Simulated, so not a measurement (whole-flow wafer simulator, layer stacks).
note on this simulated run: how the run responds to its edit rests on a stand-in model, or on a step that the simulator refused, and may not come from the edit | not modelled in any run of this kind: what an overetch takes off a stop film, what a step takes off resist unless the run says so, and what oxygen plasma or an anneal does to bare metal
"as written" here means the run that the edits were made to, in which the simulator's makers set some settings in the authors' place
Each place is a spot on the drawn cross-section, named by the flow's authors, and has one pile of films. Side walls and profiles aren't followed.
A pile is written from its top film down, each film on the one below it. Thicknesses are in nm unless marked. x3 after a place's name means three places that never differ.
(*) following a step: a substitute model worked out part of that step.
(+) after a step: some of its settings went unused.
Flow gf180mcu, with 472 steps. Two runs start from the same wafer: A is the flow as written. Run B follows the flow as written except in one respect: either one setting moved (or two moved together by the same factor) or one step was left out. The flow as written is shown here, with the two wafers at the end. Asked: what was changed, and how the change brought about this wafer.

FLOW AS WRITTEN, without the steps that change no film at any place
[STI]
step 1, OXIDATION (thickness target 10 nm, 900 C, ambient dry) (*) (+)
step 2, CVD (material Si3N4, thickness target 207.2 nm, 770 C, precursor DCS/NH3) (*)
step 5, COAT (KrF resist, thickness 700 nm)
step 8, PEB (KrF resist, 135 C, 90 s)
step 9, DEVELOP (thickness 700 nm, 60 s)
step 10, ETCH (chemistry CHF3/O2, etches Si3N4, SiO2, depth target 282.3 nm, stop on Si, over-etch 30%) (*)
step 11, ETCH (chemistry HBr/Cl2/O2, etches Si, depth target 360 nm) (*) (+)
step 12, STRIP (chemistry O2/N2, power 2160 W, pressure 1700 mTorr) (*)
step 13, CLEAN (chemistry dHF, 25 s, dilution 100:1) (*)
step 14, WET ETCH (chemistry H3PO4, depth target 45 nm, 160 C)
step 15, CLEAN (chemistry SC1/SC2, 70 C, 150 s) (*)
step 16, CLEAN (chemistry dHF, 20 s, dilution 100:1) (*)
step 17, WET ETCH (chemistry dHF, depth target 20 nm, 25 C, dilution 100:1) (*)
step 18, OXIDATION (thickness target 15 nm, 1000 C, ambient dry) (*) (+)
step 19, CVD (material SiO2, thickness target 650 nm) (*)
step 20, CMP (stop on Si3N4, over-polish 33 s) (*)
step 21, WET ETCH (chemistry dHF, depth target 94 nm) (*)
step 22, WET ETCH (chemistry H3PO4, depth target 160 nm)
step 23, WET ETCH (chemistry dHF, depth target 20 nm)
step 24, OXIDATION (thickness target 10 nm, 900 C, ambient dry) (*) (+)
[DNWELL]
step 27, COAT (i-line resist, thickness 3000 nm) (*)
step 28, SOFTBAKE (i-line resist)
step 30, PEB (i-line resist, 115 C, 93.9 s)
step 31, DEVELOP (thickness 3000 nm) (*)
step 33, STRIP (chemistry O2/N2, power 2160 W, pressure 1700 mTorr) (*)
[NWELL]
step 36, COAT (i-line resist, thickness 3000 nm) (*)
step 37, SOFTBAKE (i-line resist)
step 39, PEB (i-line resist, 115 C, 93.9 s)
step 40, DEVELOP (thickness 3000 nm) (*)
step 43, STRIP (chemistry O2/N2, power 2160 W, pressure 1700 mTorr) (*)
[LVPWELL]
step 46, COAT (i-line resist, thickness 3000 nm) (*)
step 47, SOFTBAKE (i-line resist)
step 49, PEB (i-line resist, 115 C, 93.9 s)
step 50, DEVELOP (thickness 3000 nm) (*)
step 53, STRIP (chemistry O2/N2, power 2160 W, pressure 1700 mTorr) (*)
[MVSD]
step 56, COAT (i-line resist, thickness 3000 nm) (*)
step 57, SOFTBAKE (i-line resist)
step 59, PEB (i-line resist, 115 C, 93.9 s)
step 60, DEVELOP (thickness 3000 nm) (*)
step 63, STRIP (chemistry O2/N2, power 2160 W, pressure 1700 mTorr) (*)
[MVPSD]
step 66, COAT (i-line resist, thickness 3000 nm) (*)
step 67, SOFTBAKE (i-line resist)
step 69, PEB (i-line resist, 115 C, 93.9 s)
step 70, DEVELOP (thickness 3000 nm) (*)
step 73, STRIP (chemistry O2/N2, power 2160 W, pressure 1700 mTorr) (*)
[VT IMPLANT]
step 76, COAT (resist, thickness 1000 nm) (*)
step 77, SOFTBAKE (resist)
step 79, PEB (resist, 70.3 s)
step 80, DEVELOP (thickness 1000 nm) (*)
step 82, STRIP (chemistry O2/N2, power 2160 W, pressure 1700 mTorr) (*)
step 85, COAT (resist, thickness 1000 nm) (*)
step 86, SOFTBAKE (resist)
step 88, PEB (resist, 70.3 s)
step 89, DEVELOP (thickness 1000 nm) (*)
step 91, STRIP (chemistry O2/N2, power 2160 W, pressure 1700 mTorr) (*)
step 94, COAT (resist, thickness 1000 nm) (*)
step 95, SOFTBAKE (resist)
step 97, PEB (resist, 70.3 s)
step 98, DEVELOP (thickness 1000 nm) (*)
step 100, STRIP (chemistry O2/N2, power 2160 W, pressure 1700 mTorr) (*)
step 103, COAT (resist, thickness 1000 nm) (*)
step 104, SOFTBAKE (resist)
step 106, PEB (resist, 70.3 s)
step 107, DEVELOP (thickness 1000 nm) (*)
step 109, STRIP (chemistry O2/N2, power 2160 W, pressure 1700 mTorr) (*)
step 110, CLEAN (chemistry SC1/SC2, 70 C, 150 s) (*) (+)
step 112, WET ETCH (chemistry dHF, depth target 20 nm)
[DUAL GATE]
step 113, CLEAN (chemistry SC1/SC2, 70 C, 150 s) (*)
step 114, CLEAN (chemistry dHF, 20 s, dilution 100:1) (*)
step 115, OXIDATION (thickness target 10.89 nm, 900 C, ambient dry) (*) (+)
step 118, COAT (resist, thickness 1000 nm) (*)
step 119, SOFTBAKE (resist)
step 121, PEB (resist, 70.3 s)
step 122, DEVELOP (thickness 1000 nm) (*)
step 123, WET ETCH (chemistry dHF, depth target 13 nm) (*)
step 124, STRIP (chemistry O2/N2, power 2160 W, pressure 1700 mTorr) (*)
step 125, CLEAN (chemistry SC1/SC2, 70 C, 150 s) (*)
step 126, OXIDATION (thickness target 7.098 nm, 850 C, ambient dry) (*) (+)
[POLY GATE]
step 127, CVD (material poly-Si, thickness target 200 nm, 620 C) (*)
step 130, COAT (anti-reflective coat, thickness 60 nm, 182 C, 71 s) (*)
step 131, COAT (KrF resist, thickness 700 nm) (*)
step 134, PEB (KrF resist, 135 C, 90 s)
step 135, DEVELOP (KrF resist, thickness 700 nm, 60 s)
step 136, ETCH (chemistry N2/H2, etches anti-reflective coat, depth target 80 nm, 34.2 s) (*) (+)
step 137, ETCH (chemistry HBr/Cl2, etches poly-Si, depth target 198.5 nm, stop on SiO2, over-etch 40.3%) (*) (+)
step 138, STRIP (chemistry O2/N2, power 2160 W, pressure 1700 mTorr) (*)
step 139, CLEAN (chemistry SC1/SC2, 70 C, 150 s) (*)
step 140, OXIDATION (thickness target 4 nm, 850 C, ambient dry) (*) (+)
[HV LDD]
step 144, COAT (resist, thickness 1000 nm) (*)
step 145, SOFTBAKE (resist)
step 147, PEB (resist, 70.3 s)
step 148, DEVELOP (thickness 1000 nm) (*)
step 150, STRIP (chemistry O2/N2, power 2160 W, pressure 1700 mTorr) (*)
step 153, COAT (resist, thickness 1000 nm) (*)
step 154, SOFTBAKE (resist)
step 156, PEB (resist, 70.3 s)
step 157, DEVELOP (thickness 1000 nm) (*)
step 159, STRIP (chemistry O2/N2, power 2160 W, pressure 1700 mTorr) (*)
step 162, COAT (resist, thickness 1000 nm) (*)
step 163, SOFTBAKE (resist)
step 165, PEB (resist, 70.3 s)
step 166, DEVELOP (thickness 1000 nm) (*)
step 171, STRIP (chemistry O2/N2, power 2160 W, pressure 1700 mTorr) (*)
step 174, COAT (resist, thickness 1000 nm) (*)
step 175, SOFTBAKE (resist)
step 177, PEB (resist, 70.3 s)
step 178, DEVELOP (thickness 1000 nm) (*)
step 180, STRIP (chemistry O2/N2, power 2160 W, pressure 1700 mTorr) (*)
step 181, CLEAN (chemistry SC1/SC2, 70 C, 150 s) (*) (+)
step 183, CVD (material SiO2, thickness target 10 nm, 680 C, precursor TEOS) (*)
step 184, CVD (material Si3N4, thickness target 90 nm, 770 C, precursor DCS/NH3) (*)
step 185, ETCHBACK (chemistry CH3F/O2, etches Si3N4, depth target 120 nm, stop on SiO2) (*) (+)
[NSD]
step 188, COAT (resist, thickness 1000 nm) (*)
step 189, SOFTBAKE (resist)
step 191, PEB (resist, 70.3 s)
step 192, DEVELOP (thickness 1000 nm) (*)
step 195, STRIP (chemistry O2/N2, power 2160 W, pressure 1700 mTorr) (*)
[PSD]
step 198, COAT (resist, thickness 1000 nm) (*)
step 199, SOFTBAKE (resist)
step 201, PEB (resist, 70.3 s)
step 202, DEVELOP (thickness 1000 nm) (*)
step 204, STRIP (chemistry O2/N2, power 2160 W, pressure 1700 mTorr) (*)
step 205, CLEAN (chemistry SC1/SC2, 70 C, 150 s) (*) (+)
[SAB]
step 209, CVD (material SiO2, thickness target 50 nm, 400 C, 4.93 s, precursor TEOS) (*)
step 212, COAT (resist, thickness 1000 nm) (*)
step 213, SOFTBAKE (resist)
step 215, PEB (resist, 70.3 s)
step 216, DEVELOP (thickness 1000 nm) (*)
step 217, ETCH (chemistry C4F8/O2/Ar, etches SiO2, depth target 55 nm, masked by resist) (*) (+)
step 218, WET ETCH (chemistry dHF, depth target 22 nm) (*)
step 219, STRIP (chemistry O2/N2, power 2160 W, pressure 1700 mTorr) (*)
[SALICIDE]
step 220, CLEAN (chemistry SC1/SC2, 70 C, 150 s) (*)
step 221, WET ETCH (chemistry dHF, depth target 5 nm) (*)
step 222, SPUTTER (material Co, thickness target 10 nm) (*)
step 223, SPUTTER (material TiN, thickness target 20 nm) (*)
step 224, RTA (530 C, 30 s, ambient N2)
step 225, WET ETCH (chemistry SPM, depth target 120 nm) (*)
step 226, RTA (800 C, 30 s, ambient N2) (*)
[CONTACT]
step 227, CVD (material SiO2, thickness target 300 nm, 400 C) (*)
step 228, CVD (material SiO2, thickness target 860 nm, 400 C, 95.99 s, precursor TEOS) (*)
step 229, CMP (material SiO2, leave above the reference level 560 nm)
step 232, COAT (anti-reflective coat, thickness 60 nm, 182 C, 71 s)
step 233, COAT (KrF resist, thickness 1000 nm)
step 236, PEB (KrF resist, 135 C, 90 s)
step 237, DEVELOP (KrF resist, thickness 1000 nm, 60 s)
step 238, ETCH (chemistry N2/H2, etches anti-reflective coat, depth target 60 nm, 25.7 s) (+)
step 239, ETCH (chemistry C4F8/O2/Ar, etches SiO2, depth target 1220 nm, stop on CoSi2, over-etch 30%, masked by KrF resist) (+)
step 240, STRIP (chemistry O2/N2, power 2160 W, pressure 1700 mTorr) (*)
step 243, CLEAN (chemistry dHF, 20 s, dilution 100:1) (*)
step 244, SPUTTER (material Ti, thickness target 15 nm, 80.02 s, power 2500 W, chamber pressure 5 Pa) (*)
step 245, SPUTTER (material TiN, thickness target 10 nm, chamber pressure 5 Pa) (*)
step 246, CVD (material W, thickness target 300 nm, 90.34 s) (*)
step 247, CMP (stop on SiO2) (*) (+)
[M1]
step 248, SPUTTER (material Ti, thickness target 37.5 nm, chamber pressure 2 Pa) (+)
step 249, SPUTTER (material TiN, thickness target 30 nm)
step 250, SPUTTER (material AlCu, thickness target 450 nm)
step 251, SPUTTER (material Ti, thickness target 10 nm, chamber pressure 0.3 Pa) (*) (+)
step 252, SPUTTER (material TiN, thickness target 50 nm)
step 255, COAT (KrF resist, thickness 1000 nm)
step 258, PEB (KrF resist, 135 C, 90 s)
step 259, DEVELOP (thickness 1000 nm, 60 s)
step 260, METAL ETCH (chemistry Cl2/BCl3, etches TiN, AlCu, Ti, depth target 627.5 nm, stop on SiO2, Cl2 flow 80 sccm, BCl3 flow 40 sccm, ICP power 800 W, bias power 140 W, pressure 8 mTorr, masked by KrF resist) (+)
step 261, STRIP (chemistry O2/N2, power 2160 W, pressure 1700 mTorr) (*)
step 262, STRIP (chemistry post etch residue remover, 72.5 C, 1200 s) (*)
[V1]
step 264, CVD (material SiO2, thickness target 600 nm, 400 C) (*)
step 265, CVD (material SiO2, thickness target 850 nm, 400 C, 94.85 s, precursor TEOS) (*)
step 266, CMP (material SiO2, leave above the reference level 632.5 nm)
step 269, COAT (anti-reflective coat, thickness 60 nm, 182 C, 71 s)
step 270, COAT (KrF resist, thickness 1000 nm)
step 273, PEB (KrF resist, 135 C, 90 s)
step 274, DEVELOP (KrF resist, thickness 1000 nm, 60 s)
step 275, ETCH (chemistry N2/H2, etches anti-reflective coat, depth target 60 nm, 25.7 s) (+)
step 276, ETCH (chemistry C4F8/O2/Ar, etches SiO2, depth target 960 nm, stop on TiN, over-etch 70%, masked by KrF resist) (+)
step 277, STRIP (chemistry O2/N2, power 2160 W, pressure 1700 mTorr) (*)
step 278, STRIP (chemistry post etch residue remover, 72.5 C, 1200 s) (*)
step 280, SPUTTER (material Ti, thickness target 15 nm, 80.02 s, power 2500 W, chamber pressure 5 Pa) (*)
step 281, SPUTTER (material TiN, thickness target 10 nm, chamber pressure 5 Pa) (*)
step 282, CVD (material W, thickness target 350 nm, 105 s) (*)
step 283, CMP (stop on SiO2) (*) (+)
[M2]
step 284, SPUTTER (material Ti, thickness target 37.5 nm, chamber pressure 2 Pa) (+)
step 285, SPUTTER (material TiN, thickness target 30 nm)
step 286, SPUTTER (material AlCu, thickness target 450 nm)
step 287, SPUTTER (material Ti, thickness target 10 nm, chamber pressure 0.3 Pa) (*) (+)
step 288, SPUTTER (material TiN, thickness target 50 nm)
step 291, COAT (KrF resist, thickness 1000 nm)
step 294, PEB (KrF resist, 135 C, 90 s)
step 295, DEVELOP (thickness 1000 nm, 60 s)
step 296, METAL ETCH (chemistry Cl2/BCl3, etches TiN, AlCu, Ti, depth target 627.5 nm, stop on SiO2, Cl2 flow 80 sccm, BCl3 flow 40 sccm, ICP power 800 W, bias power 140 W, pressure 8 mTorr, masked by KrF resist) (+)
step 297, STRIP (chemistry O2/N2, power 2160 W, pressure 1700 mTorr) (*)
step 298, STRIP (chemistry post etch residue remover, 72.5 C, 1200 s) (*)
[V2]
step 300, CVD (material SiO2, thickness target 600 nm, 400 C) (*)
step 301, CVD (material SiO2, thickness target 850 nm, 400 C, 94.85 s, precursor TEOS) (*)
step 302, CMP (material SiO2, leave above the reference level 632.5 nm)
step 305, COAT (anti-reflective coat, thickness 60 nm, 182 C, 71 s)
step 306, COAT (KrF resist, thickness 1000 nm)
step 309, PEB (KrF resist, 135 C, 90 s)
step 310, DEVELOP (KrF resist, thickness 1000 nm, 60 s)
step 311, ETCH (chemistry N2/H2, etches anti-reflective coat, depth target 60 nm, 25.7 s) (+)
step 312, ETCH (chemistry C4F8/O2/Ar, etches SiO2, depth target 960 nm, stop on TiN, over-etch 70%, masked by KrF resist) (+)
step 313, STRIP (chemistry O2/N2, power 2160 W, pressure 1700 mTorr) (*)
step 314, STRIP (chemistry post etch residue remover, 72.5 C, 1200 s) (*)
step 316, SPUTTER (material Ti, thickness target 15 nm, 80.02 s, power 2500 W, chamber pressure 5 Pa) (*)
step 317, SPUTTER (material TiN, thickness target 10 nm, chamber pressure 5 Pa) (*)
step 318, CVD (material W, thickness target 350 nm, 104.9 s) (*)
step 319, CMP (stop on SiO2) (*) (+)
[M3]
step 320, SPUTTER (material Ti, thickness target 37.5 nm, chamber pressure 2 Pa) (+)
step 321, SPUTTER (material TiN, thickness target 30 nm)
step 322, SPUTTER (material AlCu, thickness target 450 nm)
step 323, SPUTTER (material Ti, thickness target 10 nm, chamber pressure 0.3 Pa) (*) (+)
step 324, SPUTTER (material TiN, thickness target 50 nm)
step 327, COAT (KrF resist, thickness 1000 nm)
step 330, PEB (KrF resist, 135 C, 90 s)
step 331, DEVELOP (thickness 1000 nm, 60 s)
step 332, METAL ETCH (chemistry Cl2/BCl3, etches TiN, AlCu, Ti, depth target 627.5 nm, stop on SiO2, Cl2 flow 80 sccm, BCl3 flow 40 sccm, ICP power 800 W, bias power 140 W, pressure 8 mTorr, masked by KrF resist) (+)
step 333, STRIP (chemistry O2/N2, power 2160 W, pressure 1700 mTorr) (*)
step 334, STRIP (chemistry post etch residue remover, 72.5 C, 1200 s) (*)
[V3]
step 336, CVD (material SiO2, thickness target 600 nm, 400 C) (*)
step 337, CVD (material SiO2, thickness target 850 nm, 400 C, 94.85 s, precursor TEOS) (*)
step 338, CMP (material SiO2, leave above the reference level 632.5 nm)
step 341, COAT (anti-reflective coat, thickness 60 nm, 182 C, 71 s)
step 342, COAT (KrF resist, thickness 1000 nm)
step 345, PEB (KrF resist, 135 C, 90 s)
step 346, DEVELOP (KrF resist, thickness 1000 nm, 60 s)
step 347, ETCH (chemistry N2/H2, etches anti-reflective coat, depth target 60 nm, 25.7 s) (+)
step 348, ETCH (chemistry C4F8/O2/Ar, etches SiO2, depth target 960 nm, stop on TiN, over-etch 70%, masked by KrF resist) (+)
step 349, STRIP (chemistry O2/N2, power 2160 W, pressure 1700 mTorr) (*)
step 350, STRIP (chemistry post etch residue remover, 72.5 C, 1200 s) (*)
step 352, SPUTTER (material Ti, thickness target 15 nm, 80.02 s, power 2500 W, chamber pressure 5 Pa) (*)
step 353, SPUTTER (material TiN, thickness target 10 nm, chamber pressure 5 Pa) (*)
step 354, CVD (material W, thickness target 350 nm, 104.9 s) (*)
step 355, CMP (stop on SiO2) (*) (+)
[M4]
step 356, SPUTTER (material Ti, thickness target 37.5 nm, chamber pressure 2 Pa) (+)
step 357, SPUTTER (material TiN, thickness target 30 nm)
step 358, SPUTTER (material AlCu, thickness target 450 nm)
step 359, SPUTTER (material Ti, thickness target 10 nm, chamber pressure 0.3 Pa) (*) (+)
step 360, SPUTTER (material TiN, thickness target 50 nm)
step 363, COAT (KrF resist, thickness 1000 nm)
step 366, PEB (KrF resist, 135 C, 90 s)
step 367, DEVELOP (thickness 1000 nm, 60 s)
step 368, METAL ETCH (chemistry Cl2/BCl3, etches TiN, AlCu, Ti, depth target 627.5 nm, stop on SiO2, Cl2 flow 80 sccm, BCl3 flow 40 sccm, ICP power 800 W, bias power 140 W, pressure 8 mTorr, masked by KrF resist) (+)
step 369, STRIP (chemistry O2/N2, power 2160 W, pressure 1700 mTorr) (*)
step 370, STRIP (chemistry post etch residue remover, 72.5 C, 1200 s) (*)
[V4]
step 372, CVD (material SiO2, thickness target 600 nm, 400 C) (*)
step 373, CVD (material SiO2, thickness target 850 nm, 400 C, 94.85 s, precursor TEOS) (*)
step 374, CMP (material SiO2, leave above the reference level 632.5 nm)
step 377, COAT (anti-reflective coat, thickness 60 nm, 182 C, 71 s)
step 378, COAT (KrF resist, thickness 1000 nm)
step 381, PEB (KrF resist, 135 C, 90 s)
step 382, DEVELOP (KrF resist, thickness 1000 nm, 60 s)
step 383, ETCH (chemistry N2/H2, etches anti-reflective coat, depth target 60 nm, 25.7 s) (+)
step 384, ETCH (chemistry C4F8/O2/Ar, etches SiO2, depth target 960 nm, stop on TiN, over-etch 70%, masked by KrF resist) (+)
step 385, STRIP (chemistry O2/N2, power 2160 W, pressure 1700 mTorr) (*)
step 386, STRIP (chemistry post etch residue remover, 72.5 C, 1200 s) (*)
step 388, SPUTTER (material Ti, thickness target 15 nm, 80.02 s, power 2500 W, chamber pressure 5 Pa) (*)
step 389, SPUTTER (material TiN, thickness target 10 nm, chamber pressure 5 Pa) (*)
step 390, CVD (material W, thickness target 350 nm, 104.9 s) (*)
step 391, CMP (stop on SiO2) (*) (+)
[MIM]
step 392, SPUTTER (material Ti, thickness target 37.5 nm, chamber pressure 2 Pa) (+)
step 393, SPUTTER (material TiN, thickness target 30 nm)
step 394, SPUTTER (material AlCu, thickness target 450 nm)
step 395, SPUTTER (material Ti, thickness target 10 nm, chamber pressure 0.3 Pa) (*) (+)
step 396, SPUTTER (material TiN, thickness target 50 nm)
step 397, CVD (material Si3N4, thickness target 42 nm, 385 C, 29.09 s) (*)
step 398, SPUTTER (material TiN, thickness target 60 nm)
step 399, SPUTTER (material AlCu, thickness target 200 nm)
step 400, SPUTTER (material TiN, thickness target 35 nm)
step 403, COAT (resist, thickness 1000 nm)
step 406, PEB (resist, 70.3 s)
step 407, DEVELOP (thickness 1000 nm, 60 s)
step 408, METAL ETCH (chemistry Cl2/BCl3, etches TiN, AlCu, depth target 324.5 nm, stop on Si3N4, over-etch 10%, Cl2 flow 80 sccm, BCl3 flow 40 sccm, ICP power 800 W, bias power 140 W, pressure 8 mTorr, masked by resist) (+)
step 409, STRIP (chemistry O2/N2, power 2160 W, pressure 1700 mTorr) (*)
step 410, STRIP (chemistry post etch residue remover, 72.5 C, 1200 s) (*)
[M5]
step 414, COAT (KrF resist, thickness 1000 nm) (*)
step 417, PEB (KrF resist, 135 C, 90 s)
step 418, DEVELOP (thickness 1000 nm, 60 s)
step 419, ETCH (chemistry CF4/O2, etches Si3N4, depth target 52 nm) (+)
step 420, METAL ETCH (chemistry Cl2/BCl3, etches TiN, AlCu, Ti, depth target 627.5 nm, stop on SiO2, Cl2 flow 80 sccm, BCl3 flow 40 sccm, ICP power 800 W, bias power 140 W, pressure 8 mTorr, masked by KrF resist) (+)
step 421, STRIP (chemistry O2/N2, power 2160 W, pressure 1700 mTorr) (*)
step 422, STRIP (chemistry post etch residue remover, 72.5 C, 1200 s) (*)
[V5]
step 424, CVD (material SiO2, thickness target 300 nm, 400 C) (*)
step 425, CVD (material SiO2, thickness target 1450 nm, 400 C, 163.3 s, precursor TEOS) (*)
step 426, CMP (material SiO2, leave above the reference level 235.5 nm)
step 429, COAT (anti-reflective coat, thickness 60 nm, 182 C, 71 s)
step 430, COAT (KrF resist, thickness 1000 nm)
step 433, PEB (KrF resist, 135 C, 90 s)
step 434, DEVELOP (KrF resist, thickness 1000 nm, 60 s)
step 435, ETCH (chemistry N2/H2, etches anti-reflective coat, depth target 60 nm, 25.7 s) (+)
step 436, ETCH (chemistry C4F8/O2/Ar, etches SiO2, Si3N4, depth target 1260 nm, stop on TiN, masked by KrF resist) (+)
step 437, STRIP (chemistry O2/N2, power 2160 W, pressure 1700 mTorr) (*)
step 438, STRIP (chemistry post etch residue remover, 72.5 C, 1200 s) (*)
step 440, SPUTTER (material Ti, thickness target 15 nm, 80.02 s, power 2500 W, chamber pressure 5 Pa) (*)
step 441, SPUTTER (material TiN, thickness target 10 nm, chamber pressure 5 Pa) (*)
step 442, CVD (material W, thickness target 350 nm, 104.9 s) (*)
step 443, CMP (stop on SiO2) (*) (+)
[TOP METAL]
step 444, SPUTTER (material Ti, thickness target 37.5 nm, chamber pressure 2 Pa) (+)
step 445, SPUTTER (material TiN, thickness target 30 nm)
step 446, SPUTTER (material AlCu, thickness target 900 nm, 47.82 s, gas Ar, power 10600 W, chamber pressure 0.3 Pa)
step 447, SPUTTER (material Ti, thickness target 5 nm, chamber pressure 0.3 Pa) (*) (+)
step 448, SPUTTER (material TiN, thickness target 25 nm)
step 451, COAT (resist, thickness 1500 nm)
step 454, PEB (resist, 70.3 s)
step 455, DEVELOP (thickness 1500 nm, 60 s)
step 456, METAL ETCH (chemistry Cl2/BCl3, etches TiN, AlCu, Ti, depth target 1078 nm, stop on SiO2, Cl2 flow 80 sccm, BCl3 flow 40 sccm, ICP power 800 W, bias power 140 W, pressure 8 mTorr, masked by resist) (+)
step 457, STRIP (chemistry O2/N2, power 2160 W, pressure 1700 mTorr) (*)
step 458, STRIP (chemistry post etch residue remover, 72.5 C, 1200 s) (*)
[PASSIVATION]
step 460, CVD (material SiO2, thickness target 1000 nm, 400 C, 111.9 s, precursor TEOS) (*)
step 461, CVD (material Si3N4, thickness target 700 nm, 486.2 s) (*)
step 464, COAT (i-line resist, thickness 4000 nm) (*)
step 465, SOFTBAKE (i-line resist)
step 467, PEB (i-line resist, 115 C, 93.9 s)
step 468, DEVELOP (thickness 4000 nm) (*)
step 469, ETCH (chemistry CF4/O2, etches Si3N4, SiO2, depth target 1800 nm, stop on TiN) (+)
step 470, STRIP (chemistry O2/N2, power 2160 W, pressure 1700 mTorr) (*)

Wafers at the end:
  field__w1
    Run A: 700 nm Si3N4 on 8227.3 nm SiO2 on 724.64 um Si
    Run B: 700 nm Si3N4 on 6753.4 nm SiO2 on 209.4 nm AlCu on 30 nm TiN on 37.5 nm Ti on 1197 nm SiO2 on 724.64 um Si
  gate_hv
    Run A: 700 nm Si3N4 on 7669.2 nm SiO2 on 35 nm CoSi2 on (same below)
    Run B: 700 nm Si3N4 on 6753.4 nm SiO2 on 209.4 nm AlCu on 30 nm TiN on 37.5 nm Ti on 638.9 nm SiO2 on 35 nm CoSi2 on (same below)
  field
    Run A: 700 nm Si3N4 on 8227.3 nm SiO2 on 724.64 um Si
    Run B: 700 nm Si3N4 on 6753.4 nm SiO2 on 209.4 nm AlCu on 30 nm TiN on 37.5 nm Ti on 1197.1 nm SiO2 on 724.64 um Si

What caused this: step 260, METAL ETCH: depth target 294.9 nm was run, while the flow as written has depth target 627.5 nm.

The path from the change to this, step by step:
  step 260, METAL ETCH (chemistry Cl2/BCl3, etches TiN, AlCu, Ti, depth target 627.5 nm, stop on SiO2, Cl2 flow 80 sccm, BCl3 flow 40 sccm, ICP power 800 W, bias power 140 W, pressure 8 mTorr, masked by KrF resist) (+)
      field, field__w1, field__w2 and 99 more: A -50 TiN (all of it), -10 Ti (all of it), -450 AlCu (all of it), -30 TiN (all of it), -37.5 Ti (all of it) | B -50 TiN (all of it), -10 Ti (all of it), -234.9 AlCu
      field__w8, contact, m1 and 6 more: A -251 KrF resist | B -118 KrF resist
  step 261, STRIP (chemistry O2/N2, power 2160 W, pressure 1700 mTorr) (*)
      field__w8, contact, m1 and 6 more: A -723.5 KrF resist (all of it) | B -856.6 KrF resist (all of it)
  step 262, STRIP (chemistry post etch residue remover, 72.5 C, 1200 s) (*)
      field, field__w1, field__w2 and 99 more: A nothing | B -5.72 AlCu
  step 264, CVD (material SiO2, thickness target 600 nm, 400 C) (*)
      field, field__w1, field__w2 and 99 more: A +600 SiO2 | B +600 SiO2 (new film)
  step 266, CMP (material SiO2, leave above the reference level 632.5 nm)
      field, field__w1, field__w2 and 99 more: A -300 SiO2 | B -576.9 SiO2
Taking metal films that touch as one body, field__w1 has 1 body; the flow as written gives 0 bodies.
Taking metal films that touch as one body, gate_hv has 2 bodies (between them, from the top down: SiO2 638.9); the flow as written gives 1 body.
Taking metal films that touch as one body, field has 1 body; the flow as written gives 0 bodies.
